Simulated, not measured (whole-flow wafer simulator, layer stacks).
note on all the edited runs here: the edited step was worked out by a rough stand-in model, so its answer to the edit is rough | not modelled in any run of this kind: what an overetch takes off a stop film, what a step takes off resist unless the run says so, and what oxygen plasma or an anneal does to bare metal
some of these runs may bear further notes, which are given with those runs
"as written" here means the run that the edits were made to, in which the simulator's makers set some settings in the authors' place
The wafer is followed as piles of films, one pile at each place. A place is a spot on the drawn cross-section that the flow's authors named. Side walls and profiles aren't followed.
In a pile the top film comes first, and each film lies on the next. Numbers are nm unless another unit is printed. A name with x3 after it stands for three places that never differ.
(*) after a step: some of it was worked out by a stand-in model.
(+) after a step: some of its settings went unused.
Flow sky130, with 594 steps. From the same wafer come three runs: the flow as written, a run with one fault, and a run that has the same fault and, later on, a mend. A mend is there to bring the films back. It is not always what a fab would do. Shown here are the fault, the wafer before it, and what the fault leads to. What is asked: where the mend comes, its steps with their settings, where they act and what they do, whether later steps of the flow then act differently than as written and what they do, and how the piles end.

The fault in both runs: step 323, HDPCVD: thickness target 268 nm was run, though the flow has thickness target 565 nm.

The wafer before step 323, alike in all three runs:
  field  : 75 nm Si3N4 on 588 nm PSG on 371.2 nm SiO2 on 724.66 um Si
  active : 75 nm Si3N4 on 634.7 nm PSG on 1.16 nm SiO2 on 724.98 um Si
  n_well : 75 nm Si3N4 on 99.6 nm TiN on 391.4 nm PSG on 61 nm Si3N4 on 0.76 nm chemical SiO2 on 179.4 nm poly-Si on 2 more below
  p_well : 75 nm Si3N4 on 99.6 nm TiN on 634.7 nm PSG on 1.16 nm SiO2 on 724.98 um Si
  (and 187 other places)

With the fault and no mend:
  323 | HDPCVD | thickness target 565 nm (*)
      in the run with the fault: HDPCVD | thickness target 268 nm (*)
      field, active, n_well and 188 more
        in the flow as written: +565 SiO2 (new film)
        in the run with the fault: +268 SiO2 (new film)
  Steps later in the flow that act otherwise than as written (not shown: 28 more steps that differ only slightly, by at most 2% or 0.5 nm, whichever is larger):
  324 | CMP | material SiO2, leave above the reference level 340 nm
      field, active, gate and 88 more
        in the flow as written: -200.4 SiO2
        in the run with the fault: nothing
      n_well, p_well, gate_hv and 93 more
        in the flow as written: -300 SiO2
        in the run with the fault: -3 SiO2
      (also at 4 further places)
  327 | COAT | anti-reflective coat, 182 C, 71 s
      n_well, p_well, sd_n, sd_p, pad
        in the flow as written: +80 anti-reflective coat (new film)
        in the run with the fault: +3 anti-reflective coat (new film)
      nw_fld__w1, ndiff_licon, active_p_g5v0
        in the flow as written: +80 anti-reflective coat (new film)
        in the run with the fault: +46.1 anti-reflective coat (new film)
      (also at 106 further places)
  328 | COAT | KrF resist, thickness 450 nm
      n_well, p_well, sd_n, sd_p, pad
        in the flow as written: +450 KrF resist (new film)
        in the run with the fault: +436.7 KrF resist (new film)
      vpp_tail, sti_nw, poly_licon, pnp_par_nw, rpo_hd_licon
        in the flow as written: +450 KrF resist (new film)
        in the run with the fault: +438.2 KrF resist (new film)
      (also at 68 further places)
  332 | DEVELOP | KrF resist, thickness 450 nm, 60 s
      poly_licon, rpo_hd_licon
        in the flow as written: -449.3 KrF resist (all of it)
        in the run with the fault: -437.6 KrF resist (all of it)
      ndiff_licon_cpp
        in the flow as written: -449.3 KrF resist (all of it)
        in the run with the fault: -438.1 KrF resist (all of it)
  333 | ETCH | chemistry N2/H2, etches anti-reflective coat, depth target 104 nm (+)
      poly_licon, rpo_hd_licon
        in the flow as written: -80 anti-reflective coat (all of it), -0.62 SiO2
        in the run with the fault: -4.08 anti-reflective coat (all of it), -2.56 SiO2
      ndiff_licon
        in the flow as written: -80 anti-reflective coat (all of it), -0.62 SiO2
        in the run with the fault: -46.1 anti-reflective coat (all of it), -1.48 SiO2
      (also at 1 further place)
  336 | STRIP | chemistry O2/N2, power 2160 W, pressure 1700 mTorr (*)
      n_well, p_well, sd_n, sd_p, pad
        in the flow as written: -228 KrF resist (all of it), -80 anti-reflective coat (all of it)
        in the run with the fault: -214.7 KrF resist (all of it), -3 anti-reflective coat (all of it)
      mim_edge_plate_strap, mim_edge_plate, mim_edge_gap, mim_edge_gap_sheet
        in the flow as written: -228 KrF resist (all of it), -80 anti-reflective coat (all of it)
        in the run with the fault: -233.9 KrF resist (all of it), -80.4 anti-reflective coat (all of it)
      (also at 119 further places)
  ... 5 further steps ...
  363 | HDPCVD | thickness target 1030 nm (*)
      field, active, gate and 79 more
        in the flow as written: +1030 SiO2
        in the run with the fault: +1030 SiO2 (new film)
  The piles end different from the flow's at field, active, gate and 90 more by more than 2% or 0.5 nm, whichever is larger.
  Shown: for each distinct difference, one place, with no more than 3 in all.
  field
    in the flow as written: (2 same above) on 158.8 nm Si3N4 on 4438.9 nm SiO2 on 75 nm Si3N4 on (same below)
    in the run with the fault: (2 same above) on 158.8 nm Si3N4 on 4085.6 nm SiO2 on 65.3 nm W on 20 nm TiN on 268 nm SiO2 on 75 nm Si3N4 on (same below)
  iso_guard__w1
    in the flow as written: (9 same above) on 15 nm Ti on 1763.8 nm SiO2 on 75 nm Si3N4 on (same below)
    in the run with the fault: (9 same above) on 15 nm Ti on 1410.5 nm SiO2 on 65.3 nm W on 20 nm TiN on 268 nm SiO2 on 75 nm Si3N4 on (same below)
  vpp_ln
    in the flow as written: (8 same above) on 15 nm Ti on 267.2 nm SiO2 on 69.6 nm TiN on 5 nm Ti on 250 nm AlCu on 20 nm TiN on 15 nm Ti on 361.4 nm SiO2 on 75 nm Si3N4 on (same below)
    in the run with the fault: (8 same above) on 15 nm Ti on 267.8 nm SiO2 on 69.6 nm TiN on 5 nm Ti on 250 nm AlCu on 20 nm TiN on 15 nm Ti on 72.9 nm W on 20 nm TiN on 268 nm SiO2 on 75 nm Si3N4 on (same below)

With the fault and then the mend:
  The mend stands after step 323.
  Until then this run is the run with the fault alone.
  323a | HDPCVD | thickness target 297 nm (*) (the flow's step 323 again, with other settings)
      field, active, n_well and 188 more
        +297 SiO2
  None of the later steps of the flow acts differently than as written at any place that is followed.
  By the end, the piles equal the flow's at every place that both follow.
